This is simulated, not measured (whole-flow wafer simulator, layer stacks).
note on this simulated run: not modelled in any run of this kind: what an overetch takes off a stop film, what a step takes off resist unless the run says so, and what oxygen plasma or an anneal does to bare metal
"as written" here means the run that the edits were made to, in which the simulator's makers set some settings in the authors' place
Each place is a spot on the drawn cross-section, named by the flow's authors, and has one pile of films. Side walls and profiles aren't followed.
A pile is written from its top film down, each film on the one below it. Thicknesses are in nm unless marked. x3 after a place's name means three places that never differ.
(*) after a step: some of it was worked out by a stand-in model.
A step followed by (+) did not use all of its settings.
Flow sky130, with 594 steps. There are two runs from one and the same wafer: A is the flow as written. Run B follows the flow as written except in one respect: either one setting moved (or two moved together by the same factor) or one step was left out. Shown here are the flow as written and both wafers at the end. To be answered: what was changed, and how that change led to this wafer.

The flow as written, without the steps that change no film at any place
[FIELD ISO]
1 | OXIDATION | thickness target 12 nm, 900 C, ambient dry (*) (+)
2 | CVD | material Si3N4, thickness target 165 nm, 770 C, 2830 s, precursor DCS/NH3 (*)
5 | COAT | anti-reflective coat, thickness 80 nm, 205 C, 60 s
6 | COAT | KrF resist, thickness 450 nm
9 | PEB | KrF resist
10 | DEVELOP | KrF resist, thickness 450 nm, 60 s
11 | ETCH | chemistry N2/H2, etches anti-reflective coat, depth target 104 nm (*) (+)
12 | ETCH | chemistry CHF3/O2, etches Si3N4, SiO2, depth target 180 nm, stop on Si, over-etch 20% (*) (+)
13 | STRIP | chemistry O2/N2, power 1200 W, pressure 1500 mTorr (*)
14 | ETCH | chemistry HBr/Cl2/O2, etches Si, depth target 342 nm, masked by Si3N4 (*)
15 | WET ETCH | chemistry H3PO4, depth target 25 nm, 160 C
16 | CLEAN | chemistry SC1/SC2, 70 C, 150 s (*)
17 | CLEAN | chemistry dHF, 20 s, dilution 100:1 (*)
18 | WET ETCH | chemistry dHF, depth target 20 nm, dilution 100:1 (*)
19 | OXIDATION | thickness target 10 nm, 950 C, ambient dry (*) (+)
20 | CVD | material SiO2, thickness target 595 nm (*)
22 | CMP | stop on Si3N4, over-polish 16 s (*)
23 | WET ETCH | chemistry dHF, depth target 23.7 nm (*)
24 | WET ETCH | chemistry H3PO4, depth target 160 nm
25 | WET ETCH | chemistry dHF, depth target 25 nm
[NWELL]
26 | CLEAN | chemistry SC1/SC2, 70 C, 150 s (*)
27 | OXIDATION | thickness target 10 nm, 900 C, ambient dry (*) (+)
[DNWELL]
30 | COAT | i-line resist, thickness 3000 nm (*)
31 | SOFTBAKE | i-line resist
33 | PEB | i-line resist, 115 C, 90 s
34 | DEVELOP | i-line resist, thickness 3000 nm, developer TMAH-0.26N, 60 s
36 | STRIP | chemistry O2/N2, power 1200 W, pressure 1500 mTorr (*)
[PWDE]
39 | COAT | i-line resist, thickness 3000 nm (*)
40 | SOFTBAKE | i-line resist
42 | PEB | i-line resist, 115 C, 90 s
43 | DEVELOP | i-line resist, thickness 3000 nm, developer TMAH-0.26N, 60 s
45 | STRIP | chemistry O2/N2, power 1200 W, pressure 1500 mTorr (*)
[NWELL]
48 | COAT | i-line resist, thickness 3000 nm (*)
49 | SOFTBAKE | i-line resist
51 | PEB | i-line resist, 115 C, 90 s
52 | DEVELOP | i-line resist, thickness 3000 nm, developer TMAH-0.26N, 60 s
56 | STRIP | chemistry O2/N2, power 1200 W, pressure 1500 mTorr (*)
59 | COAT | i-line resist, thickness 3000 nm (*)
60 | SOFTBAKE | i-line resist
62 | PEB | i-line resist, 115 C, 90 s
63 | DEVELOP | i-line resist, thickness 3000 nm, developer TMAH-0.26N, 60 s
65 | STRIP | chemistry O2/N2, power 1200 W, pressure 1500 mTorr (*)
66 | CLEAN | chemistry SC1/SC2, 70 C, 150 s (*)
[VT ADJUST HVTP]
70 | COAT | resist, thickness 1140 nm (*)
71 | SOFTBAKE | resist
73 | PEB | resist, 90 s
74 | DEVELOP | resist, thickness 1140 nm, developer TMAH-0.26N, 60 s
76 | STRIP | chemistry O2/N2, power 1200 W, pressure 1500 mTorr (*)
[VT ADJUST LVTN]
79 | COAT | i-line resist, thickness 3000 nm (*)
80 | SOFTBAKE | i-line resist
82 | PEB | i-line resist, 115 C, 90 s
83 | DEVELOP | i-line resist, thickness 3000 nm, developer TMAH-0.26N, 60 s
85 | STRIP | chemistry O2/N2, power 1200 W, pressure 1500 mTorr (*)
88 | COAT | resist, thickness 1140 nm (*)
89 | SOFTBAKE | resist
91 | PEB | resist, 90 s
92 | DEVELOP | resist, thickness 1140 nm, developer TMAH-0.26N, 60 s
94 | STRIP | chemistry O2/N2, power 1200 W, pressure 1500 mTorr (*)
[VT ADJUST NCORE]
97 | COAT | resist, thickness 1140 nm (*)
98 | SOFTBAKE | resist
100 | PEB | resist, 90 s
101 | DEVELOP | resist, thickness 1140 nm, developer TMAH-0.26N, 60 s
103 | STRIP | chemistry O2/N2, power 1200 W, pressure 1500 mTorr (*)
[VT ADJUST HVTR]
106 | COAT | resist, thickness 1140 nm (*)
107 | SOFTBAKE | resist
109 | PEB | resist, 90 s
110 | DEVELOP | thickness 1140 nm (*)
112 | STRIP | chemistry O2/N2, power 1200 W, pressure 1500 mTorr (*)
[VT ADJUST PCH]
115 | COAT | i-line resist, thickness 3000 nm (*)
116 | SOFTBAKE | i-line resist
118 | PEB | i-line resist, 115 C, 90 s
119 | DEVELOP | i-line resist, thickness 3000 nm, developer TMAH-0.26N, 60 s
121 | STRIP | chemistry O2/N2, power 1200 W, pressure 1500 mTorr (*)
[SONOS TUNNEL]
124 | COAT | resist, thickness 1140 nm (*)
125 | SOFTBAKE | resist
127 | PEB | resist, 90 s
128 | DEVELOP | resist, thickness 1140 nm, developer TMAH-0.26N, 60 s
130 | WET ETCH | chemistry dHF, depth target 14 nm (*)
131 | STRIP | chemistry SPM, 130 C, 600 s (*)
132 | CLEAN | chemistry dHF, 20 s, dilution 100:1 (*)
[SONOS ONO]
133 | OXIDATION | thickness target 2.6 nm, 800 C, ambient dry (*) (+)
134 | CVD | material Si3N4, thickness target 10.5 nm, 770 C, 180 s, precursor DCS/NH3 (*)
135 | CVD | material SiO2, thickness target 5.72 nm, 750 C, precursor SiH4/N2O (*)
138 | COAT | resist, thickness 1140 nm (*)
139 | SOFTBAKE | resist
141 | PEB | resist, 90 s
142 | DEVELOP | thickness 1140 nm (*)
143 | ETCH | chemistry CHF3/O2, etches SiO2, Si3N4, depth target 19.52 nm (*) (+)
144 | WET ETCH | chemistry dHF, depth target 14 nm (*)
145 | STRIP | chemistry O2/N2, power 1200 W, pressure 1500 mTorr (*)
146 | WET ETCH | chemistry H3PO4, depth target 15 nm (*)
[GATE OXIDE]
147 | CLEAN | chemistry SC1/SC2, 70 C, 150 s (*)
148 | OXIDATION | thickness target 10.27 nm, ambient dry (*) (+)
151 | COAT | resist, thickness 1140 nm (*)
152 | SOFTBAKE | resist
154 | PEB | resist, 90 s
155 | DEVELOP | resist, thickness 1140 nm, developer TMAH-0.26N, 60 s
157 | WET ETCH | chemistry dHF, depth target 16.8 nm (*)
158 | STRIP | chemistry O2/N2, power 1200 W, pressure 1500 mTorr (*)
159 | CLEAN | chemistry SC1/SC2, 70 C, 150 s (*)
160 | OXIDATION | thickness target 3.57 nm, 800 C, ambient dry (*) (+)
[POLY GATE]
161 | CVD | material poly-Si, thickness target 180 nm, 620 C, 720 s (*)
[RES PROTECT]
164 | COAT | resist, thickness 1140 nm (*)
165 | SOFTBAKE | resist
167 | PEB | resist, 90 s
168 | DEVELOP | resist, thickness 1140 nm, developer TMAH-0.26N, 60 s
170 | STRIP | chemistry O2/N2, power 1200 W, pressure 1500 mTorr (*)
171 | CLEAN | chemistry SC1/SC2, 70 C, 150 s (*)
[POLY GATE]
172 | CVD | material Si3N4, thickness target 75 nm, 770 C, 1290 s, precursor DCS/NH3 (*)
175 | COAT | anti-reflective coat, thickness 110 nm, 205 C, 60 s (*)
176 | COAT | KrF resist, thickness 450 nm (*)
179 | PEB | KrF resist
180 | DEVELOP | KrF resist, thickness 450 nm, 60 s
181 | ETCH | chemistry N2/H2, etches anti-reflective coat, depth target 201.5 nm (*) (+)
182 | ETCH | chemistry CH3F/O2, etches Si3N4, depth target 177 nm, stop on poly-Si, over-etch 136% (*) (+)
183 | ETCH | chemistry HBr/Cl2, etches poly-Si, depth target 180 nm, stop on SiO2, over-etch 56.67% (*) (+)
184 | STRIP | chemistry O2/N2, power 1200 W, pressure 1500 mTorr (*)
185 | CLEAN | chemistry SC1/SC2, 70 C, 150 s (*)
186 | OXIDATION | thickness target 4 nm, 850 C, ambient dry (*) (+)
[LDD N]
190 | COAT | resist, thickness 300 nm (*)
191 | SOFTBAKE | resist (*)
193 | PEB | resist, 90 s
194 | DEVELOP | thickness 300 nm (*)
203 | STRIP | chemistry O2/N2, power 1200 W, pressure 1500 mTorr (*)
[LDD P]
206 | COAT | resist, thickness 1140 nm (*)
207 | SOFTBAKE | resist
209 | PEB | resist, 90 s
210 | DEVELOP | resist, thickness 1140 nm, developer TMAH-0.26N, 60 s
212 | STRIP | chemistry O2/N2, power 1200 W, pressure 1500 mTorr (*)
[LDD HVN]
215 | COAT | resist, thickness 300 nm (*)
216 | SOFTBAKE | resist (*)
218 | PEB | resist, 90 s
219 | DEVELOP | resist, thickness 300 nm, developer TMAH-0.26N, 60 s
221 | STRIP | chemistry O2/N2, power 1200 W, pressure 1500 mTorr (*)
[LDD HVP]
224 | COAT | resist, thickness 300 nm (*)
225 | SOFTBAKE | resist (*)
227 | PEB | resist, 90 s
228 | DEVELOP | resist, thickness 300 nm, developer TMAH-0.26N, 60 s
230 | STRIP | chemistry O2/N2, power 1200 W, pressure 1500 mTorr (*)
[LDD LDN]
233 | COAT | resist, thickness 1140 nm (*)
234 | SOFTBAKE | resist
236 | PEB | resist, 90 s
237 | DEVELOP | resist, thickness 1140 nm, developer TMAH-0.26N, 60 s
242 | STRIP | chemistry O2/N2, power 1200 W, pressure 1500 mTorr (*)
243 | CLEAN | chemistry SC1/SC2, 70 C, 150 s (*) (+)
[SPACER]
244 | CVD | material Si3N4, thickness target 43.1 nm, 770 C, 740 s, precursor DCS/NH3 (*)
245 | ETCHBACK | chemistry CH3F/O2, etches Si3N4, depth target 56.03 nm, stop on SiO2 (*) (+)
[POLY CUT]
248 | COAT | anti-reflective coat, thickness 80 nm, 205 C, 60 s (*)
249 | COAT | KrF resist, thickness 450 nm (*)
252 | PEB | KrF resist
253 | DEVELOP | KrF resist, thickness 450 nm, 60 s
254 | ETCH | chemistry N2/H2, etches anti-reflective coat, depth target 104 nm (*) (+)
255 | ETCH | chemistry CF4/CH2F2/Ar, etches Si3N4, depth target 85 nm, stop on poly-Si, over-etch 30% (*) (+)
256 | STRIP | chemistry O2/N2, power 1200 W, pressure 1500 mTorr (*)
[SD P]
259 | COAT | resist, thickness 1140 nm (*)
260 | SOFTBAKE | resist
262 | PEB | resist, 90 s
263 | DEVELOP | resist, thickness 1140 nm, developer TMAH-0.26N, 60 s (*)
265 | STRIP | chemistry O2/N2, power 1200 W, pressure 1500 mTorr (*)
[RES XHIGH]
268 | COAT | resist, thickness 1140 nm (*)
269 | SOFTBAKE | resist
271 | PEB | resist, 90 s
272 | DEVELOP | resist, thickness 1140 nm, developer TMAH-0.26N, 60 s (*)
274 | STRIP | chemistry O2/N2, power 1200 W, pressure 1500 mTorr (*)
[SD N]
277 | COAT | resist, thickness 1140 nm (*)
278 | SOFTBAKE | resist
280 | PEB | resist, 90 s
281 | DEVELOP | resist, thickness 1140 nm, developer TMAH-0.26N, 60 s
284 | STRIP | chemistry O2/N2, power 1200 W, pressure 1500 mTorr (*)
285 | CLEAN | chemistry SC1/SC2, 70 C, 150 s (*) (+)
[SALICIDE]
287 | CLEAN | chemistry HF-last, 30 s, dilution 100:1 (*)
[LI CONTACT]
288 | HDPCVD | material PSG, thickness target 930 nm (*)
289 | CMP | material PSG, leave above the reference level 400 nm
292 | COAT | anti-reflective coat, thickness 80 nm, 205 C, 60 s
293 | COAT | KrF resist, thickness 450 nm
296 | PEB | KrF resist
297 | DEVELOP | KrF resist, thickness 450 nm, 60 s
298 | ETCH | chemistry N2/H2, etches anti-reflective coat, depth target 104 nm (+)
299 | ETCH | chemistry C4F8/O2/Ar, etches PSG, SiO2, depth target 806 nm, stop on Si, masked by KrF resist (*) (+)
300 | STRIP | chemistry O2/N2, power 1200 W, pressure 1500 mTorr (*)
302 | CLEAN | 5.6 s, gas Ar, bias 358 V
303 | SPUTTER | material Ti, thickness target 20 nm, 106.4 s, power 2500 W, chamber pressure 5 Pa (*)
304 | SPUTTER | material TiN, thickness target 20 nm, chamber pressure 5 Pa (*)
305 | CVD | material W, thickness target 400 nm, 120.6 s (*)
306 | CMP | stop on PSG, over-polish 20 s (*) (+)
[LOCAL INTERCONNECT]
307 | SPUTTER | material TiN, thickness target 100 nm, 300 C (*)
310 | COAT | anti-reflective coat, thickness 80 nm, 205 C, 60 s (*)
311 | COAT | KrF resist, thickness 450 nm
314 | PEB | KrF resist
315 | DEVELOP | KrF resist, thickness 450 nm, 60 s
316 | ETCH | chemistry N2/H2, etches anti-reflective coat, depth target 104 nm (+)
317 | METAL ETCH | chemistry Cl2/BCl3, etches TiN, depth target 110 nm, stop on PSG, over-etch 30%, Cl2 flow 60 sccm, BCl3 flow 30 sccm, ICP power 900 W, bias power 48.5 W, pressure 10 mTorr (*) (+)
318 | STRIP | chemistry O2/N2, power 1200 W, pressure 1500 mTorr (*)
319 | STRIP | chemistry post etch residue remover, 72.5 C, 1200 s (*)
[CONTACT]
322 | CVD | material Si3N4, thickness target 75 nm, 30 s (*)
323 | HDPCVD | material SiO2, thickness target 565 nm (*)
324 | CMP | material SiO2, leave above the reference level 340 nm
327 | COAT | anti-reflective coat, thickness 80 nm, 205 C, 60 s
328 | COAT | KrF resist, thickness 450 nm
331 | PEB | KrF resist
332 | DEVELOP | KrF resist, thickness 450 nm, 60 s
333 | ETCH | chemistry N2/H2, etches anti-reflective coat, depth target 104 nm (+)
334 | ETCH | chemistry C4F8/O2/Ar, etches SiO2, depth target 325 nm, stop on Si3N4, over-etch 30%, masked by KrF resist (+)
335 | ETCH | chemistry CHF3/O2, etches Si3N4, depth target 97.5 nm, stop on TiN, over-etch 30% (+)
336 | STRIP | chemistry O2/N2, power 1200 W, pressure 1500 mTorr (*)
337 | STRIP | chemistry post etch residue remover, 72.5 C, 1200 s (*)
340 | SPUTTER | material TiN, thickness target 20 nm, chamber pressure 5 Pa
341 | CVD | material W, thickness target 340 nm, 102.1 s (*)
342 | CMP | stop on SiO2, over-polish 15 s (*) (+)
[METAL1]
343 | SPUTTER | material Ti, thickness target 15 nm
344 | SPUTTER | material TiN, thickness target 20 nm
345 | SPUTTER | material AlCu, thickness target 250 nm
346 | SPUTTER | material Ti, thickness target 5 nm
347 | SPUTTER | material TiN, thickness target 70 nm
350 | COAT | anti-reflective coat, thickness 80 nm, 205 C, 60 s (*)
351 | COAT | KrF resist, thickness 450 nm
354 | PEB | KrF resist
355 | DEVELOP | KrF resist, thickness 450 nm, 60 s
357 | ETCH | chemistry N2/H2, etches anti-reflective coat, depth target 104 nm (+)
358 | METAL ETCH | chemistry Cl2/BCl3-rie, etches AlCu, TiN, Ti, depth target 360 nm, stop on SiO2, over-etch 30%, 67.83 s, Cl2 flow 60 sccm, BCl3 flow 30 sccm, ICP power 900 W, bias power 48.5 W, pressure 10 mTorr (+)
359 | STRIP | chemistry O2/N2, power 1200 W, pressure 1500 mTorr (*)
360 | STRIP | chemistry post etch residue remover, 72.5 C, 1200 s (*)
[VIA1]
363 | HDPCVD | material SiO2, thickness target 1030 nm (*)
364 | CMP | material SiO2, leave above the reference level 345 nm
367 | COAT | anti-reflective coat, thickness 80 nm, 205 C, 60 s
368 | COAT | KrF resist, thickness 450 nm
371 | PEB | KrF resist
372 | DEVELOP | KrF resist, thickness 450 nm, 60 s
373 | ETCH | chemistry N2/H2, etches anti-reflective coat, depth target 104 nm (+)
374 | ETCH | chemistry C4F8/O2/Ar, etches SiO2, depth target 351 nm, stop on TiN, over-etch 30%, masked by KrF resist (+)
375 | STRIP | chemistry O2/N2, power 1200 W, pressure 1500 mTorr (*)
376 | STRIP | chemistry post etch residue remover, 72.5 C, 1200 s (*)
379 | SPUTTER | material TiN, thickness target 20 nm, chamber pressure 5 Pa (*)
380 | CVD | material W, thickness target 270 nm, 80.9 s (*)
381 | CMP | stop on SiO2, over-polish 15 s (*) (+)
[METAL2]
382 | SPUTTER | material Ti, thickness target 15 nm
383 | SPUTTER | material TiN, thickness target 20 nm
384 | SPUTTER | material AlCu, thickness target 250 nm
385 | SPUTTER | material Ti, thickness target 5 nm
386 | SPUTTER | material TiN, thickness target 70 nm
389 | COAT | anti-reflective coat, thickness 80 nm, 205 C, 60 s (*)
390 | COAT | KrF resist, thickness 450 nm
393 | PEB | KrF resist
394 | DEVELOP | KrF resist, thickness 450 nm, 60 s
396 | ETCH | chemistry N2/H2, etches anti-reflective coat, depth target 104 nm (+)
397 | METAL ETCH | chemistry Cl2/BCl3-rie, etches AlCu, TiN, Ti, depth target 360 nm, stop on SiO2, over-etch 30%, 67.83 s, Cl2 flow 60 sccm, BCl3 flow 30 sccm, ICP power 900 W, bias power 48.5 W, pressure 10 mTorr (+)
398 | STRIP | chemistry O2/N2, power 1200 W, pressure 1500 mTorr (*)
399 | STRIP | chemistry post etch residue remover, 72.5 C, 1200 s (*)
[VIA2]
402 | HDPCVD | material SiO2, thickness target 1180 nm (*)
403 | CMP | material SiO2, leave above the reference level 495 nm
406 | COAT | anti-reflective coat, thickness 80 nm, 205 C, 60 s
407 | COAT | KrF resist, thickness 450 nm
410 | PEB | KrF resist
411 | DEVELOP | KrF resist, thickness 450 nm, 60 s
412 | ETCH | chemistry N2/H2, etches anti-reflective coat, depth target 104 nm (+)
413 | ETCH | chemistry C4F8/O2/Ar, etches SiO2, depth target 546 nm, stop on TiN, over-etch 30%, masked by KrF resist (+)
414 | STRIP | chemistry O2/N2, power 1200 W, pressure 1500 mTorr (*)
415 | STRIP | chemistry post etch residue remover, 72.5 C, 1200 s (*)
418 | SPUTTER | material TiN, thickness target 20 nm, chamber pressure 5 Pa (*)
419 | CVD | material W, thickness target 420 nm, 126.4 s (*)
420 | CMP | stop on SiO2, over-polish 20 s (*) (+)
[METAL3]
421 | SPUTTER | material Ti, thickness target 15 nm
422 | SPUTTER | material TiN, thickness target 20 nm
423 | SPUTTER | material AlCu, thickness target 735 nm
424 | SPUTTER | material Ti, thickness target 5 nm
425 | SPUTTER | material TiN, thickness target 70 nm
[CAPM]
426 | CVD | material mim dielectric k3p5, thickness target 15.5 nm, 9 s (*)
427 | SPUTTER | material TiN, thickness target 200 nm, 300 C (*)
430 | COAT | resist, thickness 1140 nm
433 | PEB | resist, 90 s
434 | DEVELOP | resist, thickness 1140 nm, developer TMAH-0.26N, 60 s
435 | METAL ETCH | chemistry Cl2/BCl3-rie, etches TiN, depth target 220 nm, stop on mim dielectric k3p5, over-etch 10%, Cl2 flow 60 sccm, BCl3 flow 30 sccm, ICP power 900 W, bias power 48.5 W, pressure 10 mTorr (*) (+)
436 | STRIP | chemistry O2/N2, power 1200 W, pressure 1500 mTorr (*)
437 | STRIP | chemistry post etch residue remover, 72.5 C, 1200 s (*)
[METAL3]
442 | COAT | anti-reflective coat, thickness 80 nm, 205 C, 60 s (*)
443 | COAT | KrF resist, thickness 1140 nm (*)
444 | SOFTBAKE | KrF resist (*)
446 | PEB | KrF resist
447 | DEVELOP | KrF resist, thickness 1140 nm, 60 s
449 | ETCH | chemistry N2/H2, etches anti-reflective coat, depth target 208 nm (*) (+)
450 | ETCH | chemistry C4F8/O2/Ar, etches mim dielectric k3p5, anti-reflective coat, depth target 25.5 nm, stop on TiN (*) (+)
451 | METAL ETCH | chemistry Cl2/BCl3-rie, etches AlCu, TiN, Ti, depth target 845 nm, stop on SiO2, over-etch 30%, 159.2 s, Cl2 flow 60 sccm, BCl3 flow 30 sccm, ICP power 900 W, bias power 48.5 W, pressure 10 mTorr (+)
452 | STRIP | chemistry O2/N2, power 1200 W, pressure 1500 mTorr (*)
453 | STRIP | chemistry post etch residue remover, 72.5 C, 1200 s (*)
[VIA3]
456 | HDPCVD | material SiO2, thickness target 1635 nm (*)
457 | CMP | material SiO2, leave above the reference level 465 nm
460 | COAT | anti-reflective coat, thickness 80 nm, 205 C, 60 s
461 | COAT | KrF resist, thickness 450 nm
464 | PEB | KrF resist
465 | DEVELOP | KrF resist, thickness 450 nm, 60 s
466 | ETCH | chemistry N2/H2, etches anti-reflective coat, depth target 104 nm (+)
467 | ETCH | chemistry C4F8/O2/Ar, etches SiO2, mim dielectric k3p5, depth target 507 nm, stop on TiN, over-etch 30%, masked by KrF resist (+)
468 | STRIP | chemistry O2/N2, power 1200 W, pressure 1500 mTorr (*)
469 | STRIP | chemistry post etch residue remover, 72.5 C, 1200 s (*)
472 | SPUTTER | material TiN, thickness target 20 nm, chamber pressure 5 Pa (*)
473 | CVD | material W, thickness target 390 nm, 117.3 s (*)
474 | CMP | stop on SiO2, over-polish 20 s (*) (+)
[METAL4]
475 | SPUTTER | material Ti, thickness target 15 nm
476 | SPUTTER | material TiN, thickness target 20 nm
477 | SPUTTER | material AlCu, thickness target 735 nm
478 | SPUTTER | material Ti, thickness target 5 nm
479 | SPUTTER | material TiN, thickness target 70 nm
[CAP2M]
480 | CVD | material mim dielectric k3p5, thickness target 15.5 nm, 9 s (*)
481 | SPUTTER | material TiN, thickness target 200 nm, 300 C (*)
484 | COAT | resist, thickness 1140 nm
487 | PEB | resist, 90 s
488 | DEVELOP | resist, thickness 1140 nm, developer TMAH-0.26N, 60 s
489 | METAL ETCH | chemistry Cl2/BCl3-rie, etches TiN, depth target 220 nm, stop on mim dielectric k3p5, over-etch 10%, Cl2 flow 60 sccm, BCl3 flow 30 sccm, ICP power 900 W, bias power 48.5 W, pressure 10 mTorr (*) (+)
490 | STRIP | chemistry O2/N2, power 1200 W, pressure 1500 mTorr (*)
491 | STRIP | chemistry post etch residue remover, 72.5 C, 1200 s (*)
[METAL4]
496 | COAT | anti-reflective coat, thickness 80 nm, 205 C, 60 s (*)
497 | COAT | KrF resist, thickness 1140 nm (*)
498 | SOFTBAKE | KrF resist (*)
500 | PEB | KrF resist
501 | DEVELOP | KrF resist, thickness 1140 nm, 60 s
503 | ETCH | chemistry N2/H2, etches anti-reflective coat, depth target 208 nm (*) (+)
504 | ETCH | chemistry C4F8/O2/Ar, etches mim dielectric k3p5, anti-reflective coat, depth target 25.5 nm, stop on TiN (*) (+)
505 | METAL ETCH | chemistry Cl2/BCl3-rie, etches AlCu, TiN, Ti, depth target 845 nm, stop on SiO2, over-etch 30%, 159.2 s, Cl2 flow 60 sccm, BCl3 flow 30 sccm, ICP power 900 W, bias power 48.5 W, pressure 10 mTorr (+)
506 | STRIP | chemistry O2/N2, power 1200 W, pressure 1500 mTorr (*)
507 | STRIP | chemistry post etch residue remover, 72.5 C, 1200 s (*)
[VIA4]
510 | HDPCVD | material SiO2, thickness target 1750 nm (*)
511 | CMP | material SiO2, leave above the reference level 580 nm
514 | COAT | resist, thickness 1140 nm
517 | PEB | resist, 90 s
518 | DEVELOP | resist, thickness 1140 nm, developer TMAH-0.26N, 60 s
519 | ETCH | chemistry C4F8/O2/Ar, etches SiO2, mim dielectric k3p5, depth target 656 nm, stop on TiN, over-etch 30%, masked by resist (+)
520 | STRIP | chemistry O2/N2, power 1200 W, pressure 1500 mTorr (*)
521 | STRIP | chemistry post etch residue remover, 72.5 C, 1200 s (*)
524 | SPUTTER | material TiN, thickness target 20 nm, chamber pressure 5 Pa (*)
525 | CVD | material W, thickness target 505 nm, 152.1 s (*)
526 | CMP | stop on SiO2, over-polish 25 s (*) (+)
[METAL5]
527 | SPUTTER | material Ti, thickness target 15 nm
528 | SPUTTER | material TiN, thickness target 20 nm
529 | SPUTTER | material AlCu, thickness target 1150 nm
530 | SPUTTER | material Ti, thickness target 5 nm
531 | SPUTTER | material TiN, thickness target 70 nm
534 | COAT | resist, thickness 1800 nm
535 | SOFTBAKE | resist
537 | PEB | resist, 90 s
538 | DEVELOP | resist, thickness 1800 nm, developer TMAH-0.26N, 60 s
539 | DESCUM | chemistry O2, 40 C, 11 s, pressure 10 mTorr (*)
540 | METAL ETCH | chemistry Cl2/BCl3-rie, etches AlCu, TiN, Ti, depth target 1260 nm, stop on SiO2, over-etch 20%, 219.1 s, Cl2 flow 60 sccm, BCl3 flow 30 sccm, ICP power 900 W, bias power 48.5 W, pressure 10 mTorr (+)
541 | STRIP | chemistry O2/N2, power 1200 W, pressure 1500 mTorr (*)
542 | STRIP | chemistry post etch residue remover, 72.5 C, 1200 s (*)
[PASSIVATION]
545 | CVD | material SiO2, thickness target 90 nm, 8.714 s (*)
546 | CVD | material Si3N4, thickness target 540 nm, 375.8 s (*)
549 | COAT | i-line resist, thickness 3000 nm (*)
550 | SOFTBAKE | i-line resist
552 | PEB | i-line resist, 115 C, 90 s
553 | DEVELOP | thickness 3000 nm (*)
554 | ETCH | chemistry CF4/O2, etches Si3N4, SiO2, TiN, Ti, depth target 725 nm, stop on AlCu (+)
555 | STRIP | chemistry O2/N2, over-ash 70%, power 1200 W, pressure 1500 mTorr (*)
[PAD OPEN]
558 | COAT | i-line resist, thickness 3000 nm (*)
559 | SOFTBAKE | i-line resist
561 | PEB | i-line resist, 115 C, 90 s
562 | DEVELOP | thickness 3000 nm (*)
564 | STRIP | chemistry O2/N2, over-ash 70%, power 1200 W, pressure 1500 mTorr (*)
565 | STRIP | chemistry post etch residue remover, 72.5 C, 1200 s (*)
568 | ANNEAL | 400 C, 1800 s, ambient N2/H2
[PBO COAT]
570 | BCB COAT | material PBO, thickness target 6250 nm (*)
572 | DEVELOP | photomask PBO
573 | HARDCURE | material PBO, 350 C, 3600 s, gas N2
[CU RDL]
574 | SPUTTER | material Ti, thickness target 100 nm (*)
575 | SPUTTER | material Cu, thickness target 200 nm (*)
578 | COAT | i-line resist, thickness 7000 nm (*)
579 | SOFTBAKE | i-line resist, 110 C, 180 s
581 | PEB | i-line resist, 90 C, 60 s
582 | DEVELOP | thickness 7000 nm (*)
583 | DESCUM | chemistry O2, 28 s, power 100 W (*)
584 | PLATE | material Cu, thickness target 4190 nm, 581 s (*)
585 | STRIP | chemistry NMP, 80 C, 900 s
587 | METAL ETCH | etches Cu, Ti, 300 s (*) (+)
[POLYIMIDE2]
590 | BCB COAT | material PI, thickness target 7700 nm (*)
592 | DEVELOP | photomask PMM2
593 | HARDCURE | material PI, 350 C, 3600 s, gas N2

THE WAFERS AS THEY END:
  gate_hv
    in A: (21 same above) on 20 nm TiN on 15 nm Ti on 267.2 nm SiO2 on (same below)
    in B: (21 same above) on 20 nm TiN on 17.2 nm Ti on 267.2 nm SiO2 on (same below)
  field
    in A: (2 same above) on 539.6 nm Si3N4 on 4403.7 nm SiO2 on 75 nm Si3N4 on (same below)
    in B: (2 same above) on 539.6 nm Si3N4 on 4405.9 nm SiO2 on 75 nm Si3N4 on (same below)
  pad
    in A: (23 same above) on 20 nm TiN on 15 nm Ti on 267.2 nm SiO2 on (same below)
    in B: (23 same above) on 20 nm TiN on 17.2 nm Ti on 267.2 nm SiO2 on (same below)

The reason: step 382, SPUTTER: thickness target 17.2 nm was run, though the flow has thickness target 15 nm.
The wafer lets one read it off: gate_hv has Ti 17.2, and step 382 as written asks for 15 nm.

The path from the change to this, step by step:
  382 | SPUTTER | material Ti, thickness target 15 nm
      field, active, n_well and 188 more: A Ti gains 15 (new film) | B Ti gains 17.2 (new film)
  397 | METAL ETCH | chemistry Cl2/BCl3-rie, etches AlCu, TiN, Ti, depth target 360 nm, stop on SiO2, over-etch 30%, 67.83 s, Cl2 flow 60 sccm, BCl3 flow 30 sccm, ICP power 900 W, bias power 48.5 W, pressure 10 mTorr (+)
      field, active, gate and 82 more: A TiN loses 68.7 (all of it), Ti loses 5 (all of it), AlCu loses 250 (all of it), TiN loses 20 (all of it), Ti loses 15 (all of it), SiO2 loses 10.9 | B TiN loses 68.7 (all of it), Ti loses 5 (all of it), AlCu loses 250 (all of it), TiN loses 20 (all of it), Ti loses 17.2 (all of it), SiO2 loses 10.7
